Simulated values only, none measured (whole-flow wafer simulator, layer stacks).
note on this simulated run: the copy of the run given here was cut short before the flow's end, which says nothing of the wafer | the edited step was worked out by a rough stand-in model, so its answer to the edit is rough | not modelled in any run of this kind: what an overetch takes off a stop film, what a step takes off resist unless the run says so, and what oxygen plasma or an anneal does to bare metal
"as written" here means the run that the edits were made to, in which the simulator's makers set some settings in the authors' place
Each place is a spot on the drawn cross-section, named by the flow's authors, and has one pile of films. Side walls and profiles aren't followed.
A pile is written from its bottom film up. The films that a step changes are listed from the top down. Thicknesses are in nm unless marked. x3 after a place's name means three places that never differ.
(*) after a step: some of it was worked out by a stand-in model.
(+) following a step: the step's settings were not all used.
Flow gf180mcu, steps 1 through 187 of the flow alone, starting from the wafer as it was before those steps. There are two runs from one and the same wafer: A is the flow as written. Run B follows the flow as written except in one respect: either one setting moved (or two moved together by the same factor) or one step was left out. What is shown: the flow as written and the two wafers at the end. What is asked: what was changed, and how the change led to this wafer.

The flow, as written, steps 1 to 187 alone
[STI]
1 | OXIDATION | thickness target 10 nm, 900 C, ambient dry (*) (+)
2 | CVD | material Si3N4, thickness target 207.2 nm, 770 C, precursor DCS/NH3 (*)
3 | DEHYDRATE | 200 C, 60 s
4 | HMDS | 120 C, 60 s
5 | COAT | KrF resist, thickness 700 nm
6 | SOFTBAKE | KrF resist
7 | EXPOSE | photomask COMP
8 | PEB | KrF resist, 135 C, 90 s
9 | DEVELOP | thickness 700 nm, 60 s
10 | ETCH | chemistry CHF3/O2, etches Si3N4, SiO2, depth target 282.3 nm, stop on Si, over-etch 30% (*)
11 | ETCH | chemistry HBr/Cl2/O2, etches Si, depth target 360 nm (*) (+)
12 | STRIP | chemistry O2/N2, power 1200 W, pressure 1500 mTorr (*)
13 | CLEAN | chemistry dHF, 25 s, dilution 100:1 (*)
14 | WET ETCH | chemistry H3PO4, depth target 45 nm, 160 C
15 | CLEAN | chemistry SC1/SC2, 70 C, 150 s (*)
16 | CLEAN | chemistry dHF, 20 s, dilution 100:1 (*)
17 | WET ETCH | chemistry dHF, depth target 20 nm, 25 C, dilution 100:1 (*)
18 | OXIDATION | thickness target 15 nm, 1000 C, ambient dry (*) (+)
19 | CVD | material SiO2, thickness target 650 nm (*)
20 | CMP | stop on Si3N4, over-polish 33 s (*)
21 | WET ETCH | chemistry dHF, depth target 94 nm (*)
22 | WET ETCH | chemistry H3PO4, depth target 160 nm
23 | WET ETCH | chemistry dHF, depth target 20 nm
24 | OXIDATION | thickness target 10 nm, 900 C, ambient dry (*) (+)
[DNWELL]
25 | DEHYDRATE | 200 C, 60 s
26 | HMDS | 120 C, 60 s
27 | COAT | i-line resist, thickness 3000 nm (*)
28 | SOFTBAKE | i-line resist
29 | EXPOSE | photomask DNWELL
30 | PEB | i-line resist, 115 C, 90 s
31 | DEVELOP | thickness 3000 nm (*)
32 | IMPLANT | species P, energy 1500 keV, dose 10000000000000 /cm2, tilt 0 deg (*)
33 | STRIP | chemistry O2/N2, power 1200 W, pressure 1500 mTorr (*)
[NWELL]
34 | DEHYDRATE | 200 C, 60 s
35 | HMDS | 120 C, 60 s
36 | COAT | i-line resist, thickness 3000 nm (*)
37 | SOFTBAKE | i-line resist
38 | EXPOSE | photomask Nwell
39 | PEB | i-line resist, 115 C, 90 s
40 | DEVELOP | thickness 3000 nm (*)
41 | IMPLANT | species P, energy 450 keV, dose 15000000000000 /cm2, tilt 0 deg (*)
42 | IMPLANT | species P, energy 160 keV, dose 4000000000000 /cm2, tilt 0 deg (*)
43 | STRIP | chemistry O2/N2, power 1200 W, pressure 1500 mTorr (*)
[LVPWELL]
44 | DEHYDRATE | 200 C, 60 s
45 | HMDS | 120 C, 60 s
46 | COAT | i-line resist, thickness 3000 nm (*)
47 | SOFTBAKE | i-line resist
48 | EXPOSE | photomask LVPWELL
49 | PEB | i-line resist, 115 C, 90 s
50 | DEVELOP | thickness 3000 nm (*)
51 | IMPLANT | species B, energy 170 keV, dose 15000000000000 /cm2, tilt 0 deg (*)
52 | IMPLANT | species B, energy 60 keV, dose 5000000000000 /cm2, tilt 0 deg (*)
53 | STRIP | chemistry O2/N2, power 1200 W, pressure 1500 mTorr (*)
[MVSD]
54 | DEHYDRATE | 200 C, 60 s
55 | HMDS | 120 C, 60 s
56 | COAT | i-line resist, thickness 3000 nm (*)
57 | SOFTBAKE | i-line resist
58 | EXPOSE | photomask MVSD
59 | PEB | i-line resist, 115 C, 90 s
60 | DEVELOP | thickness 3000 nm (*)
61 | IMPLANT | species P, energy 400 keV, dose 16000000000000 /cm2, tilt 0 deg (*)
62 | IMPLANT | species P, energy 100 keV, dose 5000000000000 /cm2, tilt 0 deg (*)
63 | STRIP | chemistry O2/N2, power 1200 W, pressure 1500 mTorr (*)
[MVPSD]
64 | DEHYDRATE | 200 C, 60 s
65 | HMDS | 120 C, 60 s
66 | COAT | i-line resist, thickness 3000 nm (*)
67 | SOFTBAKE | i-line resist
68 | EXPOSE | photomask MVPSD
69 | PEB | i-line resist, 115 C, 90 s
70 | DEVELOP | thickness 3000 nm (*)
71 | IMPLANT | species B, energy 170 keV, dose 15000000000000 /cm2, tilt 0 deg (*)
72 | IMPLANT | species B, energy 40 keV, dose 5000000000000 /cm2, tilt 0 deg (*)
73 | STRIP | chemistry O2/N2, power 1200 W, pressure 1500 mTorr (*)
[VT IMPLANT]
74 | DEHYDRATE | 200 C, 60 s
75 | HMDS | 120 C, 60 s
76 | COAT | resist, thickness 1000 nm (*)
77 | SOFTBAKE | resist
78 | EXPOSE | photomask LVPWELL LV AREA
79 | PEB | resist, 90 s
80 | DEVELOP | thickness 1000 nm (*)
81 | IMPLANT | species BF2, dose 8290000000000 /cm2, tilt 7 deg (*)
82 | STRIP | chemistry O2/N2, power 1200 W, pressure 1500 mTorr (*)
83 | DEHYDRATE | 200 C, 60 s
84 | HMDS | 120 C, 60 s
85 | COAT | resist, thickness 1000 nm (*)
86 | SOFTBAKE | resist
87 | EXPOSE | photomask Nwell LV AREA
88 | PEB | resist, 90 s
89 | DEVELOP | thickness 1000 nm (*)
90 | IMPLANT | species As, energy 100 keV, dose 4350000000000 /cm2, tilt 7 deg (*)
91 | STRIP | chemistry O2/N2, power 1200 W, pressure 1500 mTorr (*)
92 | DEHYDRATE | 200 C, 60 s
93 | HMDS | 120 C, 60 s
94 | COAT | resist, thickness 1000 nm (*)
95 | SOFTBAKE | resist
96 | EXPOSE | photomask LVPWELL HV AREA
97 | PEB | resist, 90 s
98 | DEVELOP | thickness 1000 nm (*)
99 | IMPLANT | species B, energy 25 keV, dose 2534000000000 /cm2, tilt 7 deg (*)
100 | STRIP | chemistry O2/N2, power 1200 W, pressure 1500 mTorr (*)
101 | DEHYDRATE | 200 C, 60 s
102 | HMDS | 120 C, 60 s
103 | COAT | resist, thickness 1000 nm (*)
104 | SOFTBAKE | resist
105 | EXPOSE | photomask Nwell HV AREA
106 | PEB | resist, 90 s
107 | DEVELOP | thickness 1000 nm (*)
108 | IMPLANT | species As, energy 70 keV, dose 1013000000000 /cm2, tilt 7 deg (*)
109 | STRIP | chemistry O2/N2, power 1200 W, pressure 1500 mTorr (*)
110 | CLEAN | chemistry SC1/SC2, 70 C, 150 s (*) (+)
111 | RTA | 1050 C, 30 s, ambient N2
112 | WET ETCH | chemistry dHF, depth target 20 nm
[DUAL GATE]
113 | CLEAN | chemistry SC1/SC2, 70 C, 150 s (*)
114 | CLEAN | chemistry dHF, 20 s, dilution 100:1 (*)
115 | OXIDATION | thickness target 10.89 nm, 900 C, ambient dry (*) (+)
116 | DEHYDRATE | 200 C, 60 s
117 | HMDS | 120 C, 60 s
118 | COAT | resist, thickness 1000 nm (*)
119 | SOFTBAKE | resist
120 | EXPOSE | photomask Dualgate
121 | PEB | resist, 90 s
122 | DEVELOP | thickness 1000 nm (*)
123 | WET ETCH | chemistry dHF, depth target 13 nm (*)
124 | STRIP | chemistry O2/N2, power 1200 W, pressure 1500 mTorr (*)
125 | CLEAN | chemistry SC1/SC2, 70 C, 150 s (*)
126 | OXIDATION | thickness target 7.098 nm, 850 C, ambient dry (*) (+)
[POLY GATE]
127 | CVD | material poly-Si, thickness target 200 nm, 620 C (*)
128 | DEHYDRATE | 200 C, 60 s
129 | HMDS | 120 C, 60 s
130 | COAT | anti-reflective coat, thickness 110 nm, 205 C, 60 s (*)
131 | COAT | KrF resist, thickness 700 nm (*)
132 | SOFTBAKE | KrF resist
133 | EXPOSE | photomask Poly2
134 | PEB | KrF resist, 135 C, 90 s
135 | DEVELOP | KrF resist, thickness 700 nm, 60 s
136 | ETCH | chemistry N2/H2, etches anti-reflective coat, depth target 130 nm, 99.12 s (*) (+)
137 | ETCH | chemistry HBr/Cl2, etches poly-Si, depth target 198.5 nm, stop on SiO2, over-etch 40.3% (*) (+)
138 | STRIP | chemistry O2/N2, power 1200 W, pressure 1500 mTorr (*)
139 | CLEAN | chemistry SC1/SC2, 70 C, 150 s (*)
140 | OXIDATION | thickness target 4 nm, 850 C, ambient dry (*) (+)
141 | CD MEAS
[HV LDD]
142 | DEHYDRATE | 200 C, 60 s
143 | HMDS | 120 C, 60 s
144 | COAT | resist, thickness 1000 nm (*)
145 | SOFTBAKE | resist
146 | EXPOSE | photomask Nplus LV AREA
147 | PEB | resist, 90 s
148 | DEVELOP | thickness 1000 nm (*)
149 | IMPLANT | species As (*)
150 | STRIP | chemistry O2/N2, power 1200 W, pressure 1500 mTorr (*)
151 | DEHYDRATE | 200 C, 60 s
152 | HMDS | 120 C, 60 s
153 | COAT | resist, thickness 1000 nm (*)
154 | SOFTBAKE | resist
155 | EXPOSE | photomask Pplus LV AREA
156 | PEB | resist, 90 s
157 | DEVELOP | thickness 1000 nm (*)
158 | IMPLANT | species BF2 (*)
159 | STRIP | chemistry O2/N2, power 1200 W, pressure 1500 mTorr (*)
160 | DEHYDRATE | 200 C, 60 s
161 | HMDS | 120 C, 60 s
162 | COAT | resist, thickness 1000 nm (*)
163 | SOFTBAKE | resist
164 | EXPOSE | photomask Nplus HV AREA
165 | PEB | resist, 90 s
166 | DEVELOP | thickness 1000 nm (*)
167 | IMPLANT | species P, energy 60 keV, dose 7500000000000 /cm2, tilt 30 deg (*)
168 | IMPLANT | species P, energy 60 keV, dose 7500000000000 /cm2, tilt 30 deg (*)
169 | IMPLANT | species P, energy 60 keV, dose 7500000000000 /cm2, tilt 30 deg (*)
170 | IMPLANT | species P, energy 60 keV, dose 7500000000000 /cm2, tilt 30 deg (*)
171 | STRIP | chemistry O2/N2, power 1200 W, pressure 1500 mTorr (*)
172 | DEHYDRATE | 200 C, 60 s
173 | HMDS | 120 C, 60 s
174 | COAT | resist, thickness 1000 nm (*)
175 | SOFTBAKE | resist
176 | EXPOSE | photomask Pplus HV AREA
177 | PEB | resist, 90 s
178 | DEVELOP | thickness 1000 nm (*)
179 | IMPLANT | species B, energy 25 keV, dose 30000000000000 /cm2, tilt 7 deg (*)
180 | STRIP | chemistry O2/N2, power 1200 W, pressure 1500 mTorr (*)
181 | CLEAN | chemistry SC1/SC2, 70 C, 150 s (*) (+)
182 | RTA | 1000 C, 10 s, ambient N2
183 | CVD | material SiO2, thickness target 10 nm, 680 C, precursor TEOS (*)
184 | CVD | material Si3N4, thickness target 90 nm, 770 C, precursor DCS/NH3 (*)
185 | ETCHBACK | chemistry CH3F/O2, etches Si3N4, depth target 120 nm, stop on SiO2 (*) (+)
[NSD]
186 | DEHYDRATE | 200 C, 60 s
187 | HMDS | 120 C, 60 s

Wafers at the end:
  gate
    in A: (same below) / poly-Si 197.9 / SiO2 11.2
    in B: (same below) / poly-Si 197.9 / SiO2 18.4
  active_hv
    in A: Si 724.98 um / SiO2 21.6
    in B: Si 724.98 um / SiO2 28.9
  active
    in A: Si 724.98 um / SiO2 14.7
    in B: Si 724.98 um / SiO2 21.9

The reason: step 183, CVD: 703 C was run, though the flow has 680 C.

How this came from the change, step by step:
  183 | CVD | material SiO2, thickness target 10 nm, 680 C, precursor TEOS (*)
      field, field__w1, field__w2 and 99 more: A +10 SiO2 | B +17.2 SiO2
      ld_drift_p: A +9.87 SiO2 | B +17 SiO2
      (and at 1 other place as well)
